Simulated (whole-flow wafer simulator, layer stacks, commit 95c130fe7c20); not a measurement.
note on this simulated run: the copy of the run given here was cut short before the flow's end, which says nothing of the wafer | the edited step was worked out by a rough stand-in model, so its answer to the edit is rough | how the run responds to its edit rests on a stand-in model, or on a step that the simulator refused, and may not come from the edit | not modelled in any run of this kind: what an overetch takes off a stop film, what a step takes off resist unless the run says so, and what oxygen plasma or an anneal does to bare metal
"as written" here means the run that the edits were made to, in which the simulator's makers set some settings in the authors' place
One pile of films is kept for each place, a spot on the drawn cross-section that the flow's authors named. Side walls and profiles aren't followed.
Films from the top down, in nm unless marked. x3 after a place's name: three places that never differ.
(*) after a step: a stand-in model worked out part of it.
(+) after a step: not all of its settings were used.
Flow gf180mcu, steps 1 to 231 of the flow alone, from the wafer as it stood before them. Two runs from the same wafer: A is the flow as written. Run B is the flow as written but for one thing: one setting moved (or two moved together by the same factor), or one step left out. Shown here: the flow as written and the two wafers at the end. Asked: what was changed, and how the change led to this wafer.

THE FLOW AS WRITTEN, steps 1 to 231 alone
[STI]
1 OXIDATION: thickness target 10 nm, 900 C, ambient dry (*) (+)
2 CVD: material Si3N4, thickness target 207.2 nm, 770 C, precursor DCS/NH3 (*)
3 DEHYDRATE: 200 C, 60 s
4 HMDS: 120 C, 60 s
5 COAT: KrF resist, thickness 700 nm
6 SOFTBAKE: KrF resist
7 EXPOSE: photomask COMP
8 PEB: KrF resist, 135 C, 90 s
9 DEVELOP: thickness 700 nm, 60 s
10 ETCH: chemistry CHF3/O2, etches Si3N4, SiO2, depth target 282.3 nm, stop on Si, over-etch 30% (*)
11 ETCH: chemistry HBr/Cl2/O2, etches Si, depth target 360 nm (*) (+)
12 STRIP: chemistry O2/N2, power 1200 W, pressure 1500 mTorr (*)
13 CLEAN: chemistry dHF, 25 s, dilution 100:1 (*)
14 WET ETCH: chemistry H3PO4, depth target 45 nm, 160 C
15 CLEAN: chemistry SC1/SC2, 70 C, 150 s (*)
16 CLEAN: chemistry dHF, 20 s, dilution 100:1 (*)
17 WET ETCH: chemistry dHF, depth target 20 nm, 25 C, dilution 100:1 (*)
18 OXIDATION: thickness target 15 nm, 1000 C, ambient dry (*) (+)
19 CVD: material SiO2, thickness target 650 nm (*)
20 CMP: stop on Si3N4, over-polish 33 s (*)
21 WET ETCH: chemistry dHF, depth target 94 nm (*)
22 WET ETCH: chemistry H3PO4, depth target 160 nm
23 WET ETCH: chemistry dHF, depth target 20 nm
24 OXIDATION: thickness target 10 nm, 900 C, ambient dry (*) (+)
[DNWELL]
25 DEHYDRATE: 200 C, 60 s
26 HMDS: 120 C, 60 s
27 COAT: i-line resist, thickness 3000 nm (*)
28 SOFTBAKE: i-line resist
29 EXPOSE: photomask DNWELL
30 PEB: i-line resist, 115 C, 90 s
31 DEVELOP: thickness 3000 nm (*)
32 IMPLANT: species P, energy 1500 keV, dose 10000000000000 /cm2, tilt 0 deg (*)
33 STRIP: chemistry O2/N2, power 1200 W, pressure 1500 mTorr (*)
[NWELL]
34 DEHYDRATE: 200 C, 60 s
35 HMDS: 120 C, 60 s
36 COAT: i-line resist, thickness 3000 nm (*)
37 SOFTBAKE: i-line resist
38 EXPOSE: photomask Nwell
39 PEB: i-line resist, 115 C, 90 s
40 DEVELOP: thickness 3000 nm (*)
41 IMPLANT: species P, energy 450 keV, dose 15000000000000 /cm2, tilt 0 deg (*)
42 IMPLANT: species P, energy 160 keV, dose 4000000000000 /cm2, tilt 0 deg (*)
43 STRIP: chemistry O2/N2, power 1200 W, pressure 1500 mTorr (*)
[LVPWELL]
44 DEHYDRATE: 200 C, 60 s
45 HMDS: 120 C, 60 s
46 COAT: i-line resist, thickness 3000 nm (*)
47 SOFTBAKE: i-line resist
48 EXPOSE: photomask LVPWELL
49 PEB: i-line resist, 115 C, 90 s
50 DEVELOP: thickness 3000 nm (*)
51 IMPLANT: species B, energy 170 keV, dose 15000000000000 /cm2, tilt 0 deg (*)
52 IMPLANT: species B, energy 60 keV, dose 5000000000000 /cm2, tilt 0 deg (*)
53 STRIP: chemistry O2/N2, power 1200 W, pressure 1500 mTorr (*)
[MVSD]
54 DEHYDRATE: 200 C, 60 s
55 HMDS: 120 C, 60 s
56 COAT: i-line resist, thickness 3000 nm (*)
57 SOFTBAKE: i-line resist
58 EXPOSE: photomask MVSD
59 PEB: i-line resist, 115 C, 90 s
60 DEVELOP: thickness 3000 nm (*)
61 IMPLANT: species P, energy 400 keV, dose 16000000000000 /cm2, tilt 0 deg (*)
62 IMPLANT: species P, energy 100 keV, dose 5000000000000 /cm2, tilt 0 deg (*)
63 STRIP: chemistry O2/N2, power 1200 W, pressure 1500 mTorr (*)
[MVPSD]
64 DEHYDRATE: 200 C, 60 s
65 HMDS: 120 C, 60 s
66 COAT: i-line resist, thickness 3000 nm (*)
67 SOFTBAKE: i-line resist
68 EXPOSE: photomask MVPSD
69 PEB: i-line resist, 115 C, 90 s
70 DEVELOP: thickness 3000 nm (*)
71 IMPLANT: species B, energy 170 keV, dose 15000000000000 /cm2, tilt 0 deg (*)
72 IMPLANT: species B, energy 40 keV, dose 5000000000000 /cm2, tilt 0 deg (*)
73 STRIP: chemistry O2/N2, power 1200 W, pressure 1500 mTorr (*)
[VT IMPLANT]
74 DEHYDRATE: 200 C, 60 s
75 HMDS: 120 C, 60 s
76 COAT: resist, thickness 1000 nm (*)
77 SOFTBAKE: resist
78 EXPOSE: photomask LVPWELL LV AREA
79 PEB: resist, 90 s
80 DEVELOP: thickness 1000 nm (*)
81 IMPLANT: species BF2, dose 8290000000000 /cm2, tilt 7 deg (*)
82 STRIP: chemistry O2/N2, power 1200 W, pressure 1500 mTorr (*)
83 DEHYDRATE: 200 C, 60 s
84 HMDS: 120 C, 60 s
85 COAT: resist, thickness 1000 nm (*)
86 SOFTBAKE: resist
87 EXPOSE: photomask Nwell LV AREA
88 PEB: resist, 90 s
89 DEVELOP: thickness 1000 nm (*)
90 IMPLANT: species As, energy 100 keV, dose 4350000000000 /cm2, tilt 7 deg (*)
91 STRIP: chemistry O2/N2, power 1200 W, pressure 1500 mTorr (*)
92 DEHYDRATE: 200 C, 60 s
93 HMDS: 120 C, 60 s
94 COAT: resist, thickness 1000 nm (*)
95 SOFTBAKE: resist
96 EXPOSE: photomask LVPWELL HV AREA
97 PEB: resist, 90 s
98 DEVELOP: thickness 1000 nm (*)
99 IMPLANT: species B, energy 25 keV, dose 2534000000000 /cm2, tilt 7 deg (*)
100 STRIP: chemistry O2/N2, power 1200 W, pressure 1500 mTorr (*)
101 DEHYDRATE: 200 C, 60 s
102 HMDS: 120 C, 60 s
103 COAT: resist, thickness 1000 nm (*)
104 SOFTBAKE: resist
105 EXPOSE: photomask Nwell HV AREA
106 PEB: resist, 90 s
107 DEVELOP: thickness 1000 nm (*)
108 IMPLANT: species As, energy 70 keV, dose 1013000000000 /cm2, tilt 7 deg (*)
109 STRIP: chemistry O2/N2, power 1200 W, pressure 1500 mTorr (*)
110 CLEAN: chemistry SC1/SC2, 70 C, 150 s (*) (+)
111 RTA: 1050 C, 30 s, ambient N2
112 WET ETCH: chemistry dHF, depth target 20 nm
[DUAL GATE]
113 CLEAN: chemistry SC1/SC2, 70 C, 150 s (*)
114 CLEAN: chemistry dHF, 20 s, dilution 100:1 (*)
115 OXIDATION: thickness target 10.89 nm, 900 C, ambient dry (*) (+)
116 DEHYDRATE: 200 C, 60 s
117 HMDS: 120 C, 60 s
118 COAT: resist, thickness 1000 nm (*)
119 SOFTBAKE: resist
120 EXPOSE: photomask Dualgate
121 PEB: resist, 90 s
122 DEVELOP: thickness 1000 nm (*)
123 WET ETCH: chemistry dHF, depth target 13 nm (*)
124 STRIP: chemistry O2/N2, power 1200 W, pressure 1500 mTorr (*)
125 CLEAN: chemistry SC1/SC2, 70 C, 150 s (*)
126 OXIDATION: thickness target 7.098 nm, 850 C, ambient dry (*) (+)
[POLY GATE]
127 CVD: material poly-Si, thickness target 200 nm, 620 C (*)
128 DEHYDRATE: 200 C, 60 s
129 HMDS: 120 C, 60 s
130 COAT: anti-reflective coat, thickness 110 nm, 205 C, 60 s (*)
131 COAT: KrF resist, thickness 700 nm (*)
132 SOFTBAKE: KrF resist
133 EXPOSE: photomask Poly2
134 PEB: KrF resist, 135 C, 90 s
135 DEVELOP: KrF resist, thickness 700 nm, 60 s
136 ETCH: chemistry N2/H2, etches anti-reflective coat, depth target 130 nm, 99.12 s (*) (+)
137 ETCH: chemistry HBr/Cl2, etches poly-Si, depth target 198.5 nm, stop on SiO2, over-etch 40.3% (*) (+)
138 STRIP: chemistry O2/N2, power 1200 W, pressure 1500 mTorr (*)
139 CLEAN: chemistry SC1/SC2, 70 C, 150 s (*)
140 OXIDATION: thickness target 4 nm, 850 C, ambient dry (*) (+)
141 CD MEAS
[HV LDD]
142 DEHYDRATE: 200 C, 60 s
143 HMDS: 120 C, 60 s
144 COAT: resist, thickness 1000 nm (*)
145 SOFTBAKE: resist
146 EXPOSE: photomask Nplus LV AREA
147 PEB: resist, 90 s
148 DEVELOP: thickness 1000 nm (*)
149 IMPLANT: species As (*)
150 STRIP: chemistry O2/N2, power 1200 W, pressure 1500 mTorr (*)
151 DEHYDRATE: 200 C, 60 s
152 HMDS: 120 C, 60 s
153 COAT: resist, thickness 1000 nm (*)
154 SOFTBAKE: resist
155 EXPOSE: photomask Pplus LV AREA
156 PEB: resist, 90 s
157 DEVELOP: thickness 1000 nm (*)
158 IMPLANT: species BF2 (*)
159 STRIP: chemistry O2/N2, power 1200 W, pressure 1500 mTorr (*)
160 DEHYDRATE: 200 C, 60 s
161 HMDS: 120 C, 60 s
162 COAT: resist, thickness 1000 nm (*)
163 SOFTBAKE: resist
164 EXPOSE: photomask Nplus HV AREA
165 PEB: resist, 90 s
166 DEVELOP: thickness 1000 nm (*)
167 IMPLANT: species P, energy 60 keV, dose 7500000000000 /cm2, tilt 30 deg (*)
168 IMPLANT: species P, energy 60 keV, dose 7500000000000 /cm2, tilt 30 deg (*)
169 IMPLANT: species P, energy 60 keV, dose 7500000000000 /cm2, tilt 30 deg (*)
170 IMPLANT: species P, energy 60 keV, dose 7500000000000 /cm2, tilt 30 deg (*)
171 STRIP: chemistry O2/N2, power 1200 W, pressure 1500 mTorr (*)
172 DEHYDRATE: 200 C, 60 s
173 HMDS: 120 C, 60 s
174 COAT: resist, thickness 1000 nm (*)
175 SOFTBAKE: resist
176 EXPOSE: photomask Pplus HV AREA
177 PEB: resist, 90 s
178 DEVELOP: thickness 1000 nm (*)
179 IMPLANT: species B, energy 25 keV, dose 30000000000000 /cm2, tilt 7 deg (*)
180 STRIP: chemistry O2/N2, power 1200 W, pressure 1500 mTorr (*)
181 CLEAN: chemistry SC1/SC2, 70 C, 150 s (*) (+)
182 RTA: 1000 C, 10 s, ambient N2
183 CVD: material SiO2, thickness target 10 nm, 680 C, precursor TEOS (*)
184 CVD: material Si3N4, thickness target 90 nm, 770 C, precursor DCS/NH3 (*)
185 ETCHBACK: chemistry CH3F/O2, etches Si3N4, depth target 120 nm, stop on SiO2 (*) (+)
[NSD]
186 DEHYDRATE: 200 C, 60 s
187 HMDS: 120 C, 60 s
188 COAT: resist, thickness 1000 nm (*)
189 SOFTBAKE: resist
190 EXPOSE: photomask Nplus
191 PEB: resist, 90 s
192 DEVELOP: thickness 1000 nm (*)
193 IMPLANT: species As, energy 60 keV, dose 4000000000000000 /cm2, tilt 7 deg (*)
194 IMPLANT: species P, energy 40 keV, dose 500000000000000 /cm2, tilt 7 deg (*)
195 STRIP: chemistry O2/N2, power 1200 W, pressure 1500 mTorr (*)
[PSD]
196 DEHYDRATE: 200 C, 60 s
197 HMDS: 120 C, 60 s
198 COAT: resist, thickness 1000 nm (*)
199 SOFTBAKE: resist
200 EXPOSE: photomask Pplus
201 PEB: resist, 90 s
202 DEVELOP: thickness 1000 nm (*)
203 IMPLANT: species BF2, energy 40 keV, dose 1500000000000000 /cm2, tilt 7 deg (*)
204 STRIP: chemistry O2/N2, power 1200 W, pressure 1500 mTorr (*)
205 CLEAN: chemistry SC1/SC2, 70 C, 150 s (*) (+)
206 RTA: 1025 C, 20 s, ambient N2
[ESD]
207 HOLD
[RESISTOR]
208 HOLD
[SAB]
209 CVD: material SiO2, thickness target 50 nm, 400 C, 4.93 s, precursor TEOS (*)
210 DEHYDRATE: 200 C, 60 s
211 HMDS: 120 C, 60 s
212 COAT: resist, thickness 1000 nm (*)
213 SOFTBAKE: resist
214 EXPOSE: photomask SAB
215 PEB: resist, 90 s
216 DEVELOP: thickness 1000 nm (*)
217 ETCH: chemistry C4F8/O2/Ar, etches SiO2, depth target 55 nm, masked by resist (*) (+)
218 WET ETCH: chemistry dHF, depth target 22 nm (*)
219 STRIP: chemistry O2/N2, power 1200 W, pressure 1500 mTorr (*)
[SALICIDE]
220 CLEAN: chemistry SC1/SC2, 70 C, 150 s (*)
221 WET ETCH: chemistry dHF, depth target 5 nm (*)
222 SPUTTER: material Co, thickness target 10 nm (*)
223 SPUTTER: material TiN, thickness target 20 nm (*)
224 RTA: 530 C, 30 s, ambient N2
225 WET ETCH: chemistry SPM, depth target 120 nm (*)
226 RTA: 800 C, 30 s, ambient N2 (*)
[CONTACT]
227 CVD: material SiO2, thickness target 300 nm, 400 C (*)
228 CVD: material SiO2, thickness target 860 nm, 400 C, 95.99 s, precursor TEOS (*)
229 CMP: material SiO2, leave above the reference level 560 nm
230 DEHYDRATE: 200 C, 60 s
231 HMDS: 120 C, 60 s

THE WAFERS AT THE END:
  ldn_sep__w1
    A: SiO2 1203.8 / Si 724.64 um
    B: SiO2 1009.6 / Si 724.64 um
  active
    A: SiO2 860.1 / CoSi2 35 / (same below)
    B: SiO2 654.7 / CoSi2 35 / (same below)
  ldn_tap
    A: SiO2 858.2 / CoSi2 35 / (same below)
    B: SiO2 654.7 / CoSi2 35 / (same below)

The cause: step 228, CVD: 38.4 s was run, where the flow has 95.99 s.

How the change led to this, step by step:
  228 CVD: material SiO2, thickness target 860 nm, 400 C, 95.99 s, precursor TEOS (*)
      field, field__w7, field__w8 and 70 more: A SiO2 +860 | B SiO2 +354.7
      field__w3, field__w12: A SiO2 +807.3 | B SiO2 +336.5
      (and at 36 more places)
  229 CMP: material SiO2, leave above the reference level 560 nm
      ldn_sep__w1, ldn_sep__w2, ldn_dft and 8 more: A SiO2 -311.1 | B nothing
      active, p_well, sd_n, iso_ptap_pw, iso_ntap_nw, iso_ptap_sub, vpnp_e: A SiO2 -299.9 | B nothing
      (and at 93 more places)
